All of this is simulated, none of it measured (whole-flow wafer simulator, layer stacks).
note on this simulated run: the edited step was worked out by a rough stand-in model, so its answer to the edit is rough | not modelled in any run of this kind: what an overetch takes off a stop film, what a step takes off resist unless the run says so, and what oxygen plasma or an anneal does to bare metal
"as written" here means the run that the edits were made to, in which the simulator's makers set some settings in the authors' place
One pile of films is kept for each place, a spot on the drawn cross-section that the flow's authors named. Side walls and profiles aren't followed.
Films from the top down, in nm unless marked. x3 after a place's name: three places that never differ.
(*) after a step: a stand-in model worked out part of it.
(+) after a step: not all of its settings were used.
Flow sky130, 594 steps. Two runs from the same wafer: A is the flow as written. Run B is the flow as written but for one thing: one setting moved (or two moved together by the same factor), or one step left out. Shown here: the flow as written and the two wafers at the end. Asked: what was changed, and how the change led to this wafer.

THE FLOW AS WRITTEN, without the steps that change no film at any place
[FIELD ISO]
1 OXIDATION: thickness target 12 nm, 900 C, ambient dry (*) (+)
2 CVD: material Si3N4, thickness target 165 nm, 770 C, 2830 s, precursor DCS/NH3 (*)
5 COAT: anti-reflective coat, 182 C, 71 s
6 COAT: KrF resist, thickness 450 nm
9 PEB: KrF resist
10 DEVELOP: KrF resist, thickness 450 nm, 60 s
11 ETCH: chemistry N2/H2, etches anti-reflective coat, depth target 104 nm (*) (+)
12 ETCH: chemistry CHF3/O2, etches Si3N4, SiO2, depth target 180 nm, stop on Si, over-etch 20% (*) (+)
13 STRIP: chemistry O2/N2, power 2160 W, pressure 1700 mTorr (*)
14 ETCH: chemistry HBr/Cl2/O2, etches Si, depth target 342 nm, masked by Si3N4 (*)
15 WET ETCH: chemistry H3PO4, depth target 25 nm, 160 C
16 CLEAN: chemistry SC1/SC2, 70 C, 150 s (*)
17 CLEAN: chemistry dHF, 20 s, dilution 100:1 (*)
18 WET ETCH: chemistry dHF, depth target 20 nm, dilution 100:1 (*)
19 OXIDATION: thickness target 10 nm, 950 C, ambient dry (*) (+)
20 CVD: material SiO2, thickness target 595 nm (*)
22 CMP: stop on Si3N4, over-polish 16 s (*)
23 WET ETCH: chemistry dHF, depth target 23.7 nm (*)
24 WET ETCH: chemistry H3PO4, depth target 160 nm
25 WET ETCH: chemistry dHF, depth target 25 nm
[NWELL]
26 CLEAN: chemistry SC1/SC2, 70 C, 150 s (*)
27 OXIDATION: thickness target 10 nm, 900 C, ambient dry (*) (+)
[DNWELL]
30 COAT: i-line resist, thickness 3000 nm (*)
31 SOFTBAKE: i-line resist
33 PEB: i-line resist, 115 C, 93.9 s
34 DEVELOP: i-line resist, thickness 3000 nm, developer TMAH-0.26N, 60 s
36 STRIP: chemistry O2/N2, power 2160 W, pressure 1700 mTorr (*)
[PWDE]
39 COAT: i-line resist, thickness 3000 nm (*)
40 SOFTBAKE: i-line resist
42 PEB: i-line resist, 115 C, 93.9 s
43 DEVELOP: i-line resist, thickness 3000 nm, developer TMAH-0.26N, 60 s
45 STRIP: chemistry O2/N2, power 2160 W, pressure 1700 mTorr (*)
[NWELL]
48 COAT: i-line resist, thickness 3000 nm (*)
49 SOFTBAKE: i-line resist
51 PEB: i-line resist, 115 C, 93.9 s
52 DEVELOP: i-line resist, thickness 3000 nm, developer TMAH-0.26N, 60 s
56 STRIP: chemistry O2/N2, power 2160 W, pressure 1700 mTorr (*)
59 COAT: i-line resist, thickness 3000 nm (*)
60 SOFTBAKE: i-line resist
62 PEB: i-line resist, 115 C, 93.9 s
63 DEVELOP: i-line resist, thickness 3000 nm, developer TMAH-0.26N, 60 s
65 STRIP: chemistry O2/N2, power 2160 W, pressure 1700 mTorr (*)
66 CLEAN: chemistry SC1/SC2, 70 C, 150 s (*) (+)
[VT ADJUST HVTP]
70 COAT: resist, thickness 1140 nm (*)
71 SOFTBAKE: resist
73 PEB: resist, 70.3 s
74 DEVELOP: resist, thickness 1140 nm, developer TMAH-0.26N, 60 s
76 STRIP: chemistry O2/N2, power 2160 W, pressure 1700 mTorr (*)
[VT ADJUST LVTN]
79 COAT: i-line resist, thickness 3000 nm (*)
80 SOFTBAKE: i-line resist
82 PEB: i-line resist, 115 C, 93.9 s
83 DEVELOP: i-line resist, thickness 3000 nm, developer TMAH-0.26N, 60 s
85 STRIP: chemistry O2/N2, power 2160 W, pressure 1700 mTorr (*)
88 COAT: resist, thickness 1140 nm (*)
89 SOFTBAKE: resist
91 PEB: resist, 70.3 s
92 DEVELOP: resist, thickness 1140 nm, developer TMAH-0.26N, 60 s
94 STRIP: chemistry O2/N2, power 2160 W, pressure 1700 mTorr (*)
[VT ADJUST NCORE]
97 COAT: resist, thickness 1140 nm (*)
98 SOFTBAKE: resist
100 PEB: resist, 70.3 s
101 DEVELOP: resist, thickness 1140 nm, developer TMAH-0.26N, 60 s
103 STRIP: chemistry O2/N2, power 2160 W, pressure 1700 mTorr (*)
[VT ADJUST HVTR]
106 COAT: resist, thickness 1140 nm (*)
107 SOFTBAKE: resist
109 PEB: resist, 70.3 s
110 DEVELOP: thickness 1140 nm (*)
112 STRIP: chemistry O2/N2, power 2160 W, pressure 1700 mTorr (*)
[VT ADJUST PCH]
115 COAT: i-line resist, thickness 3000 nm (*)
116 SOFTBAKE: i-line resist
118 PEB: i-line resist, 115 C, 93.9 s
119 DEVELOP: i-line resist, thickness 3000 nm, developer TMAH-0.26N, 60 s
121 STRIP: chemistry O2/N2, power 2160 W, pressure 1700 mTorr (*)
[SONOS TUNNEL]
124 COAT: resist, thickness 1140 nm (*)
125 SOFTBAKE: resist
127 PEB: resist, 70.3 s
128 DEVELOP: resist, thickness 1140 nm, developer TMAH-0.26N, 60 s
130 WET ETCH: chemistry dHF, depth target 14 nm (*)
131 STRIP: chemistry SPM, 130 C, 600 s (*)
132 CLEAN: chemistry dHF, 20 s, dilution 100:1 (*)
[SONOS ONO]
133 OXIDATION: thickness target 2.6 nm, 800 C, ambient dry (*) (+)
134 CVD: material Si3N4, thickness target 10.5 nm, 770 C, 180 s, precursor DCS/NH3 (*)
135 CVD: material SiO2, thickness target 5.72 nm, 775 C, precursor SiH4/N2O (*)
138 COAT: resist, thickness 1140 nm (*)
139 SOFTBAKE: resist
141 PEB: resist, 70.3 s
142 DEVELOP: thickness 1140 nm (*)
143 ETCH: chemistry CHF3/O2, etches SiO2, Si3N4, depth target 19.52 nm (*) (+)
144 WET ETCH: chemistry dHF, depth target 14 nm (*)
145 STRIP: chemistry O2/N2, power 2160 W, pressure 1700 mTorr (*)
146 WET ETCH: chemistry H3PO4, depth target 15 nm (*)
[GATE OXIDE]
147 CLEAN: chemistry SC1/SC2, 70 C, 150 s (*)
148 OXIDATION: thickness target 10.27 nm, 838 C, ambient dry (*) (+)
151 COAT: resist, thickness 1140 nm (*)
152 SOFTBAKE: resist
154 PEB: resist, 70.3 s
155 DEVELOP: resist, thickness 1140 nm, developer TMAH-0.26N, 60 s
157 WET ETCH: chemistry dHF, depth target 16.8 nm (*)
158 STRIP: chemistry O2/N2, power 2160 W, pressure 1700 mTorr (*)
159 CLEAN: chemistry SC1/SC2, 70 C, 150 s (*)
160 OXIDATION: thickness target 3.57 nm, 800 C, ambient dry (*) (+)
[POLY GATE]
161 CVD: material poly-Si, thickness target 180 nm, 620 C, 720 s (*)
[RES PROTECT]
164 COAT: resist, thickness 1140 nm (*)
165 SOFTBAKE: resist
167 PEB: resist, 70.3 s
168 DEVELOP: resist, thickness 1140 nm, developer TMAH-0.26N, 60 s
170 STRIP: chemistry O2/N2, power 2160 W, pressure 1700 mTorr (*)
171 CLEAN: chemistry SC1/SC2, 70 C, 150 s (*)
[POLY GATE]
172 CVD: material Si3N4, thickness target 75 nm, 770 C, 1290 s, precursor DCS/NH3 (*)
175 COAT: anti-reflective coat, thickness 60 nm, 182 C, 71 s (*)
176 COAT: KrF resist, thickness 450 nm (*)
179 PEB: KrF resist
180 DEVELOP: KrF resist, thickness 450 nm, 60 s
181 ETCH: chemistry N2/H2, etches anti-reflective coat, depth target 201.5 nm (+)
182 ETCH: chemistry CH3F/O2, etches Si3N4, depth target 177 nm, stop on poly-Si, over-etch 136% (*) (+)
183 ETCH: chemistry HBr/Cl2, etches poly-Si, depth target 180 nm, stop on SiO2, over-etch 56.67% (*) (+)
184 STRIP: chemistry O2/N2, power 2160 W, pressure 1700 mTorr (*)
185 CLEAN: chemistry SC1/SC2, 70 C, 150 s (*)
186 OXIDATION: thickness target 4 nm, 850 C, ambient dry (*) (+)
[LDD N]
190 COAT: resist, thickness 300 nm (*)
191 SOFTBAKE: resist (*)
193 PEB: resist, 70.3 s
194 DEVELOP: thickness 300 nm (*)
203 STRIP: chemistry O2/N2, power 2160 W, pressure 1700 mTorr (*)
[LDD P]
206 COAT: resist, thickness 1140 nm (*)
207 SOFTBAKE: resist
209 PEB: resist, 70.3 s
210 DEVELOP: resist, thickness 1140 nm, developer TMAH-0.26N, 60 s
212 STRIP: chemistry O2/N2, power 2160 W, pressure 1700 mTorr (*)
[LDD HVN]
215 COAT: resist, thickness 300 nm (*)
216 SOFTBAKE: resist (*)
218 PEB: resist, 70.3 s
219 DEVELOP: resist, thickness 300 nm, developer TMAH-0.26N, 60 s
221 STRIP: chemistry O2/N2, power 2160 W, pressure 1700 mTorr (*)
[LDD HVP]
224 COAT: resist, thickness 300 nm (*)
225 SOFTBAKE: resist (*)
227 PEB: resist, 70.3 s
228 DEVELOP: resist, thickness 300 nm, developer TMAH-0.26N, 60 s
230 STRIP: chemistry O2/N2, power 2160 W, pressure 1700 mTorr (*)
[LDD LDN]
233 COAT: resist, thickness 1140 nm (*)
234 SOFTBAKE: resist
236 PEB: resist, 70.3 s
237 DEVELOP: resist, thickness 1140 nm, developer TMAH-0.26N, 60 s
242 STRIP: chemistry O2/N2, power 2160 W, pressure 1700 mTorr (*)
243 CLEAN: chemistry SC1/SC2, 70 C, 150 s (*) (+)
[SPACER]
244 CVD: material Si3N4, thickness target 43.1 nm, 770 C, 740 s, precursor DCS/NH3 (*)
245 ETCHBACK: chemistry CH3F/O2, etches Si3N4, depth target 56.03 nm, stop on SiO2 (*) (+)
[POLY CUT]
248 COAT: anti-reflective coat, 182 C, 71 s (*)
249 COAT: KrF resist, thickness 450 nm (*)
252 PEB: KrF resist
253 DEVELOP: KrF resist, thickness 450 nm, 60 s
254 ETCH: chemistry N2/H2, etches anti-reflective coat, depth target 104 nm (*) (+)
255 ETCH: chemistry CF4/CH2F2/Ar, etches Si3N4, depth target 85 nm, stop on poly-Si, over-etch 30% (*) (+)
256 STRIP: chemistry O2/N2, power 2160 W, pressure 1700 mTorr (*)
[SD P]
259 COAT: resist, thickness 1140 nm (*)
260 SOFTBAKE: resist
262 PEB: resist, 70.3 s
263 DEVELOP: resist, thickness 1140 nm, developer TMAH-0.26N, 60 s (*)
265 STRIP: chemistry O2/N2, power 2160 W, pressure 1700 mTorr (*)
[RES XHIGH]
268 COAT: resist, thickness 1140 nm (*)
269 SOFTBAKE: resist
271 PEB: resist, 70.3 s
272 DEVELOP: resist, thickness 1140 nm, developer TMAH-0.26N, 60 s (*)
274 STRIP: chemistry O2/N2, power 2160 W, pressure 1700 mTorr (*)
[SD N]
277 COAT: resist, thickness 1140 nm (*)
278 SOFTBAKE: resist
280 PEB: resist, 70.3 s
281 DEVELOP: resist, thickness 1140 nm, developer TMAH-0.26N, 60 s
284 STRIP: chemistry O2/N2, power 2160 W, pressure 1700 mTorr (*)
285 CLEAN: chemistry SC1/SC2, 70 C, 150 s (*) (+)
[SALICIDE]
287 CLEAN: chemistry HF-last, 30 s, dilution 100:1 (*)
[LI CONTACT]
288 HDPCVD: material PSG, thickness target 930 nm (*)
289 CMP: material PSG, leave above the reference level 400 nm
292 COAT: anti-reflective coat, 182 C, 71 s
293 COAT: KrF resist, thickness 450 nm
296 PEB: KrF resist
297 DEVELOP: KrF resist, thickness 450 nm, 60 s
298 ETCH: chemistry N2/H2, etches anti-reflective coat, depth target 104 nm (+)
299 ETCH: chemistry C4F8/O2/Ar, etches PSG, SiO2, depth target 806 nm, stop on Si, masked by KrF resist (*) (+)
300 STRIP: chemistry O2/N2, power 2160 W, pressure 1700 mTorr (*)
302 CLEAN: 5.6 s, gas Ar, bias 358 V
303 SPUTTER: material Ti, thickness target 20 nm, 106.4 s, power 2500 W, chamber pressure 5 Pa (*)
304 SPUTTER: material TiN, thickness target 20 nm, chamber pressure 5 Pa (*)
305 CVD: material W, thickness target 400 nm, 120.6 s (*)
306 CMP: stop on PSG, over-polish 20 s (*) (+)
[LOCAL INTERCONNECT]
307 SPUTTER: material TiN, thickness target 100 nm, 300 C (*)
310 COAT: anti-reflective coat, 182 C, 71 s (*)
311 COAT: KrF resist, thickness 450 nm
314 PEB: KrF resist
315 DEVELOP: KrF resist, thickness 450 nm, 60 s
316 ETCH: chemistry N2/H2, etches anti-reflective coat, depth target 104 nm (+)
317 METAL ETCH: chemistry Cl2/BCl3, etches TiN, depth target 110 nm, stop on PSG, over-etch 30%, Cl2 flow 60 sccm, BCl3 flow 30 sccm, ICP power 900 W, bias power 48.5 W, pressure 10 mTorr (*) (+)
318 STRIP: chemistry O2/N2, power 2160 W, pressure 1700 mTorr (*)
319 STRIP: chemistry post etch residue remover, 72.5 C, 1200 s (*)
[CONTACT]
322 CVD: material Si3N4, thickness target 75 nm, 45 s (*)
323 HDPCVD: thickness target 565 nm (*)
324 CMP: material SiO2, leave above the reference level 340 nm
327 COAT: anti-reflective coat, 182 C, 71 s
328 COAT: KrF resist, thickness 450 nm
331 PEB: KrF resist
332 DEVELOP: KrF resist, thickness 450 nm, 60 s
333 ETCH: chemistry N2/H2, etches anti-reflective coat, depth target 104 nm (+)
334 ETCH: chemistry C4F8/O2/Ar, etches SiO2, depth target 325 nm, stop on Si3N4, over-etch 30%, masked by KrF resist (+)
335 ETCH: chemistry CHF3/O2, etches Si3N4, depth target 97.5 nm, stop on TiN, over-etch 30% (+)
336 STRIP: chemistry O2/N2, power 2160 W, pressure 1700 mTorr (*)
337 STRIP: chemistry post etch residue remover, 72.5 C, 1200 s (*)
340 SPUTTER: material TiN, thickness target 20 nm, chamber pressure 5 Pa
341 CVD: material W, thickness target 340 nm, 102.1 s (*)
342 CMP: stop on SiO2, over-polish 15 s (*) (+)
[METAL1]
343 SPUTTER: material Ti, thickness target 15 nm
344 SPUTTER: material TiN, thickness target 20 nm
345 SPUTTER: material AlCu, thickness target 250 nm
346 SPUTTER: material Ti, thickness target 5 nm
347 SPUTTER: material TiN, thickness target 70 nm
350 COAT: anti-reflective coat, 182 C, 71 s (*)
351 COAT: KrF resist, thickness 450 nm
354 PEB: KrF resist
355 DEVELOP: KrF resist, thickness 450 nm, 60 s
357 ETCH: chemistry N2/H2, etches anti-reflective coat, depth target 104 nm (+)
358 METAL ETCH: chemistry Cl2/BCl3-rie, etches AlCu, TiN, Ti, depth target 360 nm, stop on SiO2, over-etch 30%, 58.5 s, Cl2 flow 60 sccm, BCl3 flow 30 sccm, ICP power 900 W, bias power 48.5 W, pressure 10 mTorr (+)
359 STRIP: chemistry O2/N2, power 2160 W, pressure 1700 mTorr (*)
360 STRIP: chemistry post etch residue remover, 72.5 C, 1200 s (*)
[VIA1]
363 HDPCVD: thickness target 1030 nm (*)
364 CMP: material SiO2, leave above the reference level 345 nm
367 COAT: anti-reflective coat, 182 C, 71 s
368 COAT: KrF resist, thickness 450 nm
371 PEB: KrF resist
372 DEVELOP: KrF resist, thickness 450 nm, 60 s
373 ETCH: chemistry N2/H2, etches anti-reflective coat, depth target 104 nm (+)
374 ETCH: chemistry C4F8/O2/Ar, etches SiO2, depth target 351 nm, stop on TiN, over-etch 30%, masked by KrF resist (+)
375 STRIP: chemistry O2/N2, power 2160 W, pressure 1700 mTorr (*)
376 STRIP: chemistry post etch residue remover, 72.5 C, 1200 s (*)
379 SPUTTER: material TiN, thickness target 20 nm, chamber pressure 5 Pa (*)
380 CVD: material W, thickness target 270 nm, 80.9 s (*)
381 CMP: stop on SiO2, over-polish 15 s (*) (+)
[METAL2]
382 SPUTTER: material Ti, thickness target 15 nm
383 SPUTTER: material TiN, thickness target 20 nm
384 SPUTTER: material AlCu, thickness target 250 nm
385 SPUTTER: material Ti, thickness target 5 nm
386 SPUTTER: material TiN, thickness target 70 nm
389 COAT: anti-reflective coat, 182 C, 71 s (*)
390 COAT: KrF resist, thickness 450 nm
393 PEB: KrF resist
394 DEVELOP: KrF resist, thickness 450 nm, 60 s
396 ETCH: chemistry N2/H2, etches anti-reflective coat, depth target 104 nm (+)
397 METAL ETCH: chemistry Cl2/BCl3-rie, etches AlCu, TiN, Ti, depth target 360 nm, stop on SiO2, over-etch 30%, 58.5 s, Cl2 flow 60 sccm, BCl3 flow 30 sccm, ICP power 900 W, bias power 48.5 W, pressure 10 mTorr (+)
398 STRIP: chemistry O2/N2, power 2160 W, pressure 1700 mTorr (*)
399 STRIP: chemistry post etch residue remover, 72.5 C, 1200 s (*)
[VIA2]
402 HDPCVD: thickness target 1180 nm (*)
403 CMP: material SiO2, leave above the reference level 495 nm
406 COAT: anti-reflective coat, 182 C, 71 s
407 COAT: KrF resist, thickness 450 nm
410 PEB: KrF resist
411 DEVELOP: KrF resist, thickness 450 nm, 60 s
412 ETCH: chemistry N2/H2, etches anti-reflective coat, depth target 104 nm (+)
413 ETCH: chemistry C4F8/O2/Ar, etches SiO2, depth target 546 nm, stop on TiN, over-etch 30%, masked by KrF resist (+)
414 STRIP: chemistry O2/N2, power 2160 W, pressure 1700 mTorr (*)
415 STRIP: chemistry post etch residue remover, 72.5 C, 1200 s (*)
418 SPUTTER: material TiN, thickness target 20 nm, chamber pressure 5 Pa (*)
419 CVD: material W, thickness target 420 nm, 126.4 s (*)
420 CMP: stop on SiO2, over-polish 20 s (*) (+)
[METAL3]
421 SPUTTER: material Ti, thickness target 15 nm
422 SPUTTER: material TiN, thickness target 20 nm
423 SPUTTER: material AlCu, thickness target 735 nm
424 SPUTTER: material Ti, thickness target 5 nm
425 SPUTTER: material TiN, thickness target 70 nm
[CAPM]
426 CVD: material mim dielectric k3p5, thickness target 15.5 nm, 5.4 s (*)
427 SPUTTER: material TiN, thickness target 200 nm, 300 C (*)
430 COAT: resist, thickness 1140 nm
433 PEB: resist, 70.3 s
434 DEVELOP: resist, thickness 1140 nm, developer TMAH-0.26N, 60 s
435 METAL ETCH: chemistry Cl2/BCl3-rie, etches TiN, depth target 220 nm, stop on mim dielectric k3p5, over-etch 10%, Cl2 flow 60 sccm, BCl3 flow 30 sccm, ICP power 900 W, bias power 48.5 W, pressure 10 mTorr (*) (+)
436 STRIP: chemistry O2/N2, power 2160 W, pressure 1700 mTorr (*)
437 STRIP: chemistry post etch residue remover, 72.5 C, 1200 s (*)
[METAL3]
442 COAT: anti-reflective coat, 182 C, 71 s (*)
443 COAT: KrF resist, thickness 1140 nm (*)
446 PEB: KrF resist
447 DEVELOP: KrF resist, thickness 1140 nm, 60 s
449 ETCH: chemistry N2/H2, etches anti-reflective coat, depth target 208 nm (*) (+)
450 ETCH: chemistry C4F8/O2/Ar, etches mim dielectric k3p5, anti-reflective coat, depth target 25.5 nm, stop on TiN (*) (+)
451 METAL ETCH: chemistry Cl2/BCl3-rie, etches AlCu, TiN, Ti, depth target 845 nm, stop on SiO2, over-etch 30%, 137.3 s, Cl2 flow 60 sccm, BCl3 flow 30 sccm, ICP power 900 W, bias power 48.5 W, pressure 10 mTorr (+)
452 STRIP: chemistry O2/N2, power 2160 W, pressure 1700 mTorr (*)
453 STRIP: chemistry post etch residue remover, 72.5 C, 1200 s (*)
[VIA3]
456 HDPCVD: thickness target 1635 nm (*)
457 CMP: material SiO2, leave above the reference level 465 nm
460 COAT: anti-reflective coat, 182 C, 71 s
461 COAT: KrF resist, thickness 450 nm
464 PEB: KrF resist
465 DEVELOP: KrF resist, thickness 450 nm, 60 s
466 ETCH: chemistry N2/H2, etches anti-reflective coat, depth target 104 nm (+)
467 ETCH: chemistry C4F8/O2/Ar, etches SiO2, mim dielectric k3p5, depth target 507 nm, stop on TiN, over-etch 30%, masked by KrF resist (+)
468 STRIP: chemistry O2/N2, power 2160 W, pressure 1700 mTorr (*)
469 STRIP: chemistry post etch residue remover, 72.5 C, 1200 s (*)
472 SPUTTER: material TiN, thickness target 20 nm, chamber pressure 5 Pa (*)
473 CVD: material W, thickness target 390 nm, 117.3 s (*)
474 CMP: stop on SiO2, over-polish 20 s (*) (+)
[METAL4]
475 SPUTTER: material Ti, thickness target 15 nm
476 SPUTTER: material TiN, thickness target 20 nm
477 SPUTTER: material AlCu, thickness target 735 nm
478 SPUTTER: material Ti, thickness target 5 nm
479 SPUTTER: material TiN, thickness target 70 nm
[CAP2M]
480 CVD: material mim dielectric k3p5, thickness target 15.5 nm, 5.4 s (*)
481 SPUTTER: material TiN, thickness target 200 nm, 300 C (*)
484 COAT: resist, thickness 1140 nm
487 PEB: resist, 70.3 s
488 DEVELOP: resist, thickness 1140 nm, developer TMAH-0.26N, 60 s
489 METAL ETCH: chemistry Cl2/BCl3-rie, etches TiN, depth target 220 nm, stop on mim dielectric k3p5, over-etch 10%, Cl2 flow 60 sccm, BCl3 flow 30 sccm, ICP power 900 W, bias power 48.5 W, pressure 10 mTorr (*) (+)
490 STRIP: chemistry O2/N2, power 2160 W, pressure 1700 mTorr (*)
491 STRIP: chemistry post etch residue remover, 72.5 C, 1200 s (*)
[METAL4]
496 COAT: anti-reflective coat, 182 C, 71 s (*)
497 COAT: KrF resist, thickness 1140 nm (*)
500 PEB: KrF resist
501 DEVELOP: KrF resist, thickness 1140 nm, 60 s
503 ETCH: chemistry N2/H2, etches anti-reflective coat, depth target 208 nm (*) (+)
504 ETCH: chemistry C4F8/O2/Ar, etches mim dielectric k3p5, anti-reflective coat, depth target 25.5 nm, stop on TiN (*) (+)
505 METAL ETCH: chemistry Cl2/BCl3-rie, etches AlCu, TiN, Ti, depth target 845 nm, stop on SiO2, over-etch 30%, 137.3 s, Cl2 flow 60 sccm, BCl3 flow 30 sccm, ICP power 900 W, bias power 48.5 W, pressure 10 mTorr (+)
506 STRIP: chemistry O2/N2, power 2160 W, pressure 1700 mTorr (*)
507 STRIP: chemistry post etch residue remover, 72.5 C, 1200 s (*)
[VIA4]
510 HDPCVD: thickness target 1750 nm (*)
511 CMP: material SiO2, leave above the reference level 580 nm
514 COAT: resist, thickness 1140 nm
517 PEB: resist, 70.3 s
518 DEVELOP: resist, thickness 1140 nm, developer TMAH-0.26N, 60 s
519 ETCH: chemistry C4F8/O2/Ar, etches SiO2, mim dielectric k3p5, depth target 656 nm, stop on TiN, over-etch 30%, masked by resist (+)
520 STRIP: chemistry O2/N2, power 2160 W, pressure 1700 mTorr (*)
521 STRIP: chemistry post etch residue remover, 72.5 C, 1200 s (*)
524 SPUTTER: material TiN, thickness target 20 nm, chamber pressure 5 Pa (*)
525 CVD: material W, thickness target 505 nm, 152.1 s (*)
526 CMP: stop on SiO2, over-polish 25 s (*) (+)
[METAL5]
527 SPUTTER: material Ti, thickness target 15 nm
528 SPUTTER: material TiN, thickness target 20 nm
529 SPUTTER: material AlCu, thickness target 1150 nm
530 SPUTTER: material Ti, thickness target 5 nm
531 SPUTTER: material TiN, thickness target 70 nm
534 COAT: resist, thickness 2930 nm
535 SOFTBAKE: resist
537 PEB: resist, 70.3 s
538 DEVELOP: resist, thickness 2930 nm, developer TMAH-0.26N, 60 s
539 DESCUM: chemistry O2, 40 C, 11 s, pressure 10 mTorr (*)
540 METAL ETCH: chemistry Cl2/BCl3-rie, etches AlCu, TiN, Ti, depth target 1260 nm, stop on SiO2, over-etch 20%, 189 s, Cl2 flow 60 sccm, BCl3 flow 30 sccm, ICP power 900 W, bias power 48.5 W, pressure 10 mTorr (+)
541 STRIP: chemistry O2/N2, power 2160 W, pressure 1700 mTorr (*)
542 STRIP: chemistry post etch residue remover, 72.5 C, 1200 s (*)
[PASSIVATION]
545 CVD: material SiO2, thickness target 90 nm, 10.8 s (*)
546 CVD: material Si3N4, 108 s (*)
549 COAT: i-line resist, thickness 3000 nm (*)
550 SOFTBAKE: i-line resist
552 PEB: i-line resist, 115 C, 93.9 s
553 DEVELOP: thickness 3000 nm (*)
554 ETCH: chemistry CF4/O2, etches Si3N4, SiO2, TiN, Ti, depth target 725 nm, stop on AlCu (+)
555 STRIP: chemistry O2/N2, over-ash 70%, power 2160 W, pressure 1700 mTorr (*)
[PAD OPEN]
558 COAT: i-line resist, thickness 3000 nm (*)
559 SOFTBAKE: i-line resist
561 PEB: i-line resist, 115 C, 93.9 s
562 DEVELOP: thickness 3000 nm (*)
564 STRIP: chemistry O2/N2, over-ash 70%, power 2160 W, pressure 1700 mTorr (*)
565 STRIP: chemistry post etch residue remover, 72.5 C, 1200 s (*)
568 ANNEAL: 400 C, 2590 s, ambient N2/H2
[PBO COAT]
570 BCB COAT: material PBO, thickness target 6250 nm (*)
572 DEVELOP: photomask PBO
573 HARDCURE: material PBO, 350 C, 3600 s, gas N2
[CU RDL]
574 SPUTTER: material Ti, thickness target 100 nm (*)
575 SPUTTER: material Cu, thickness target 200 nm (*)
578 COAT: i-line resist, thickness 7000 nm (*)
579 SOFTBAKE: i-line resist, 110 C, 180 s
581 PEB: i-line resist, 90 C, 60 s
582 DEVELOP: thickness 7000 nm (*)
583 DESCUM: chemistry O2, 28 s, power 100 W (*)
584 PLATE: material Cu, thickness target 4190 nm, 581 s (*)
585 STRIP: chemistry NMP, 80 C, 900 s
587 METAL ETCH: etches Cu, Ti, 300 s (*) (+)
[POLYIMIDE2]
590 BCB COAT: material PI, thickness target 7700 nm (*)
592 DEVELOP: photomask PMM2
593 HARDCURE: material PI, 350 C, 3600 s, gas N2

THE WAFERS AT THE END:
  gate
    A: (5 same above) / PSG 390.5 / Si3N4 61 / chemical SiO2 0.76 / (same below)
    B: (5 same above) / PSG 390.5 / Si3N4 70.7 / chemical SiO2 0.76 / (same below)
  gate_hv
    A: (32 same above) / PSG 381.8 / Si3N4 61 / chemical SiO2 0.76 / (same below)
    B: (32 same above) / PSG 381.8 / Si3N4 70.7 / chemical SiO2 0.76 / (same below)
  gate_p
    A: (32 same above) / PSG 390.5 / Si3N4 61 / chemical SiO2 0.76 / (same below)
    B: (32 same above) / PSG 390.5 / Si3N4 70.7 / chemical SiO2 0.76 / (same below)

The cause: step 244, CVD: thickness target 52.8 nm was run, where the flow has thickness target 43.1 nm; step 244, CVD: 907 s was run, where the flow has 740 s.

How the change led to this, step by step:
  244 CVD: material Si3N4, thickness target 43.1 nm, 770 C, 740 s, precursor DCS/NH3 (*)
      field, active, p_well and 101 more: A Si3N4 +43.1 (new film) | B Si3N4 +52.8 (new film)
      n_well, gate, gate_hv and 74 more: A Si3N4 +43.1 | B Si3N4 +52.8
  245 ETCHBACK: chemistry CH3F/O2, etches Si3N4, depth target 56.03 nm, stop on SiO2 (*) (+)
      field, active, p_well and 101 more: A Si3N4 -43.1 (all of it), SiO2 -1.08 | B Si3N4 -52.8 (all of it), SiO2 -0.27
  248 COAT: anti-reflective coat, 182 C, 71 s (*)
      rpm_encl, rpm_encl_psd: A anti-reflective coat +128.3 (new film) | B anti-reflective coat +131 (new film)
      active: A anti-reflective coat +216.3 (new film) | B anti-reflective coat +223 (new film)
      (and at 72 more places)
  249 COAT: KrF resist, thickness 450 nm (*)
      n_well: A KrF resist +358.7 (new film) | B KrF resist +350.5 (new film)
      pad: A KrF resist +349.1 (new film) | B KrF resist +341 (new film)
      (and at 8 more places)
  254 ETCH: chemistry N2/H2, etches anti-reflective coat, depth target 104 nm (*) (+)
      rxpo_ln: A anti-reflective coat -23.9 (all of it), Si3N4 -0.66 | B anti-reflective coat -27.3 (all of it), Si3N4 -0.61
  255 ETCH: chemistry CF4/CH2F2/Ar, etches Si3N4, depth target 85 nm, stop on poly-Si, over-etch 30% (*) (+)
      field, active, n_well and 180 more: A KrF resist -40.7 | B KrF resist -42.5
      rpo_wd, rxpo_wd: A Si3N4 -61.6 (all of it), chemical SiO2 -0.75 (all of it) | B Si3N4 -71.3 (all of it), chemical SiO2 -0.75 (all of it)
      (and at 5 more places)
  256 STRIP: chemistry O2/N2, power 2160 W, pressure 1700 mTorr (*)
      rpm_encl, rpm_encl_psd: A KrF resist -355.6 (all of it), anti-reflective coat -128.3 (all of it) | B KrF resist -353.9 (all of it), anti-reflective coat -131 (all of it)
      active: A KrF resist -323.4 (all of it), anti-reflective coat -216.3 (all of it) | B KrF resist -318.6 (all of it), anti-reflective coat -223 (all of it)
      (and at 84 more places)
  260 SOFTBAKE: resist
      m1: A resist -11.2 | B resist -11.8
      pwell_dnw: A resist +9.74 | B resist +10.4
      (and at 12 more places)
  269 SOFTBAKE: resist
      m1: A resist -11.2 | B resist -11.8
      pwell_dnw: A resist +9.74 | B resist +10.4
      (and at 12 more places)
  278 SOFTBAKE: resist
      m1: A resist -11.2 | B resist -11.8
      pwell_dnw: A resist +9.74 | B resist +10.4
      (and at 13 more places)
  289 CMP: material PSG, leave above the reference level 400 nm
      mim, vpp_sp, vpp_ln and 28 more: A PSG -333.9 | B PSG -325
      active, p_well, sd_n and 19 more: A PSG -285.8 | B PSG -276.9
      (and at 53 more places)
  299 ETCH: chemistry C4F8/O2/Ar, etches PSG, SiO2, depth target 806 nm, stop on Si, masked by KrF resist (*) (+)
      contact, ndiff_licon, ndiff_licon_cpp: A PSG -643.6 (all of it), SiO2 -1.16 (all of it) | B PSG -652.5 (all of it), SiO2 -1.97 (all of it)
      poly_licon, rpo_hd_licon: A PSG -411.7 (all of it) | B PSG -421.4 (all of it)
  303 SPUTTER: material Ti, thickness target 20 nm, 106.4 s, power 2500 W, chamber pressure 5 Pa (*)
      ndiff_licon_cpp: A Ti +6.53 (new film) | B Ti +7.12 (new film)
  306 CMP: stop on PSG, over-polish 20 s (*) (+)
      poly_licon: A W -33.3 | B W -23.6
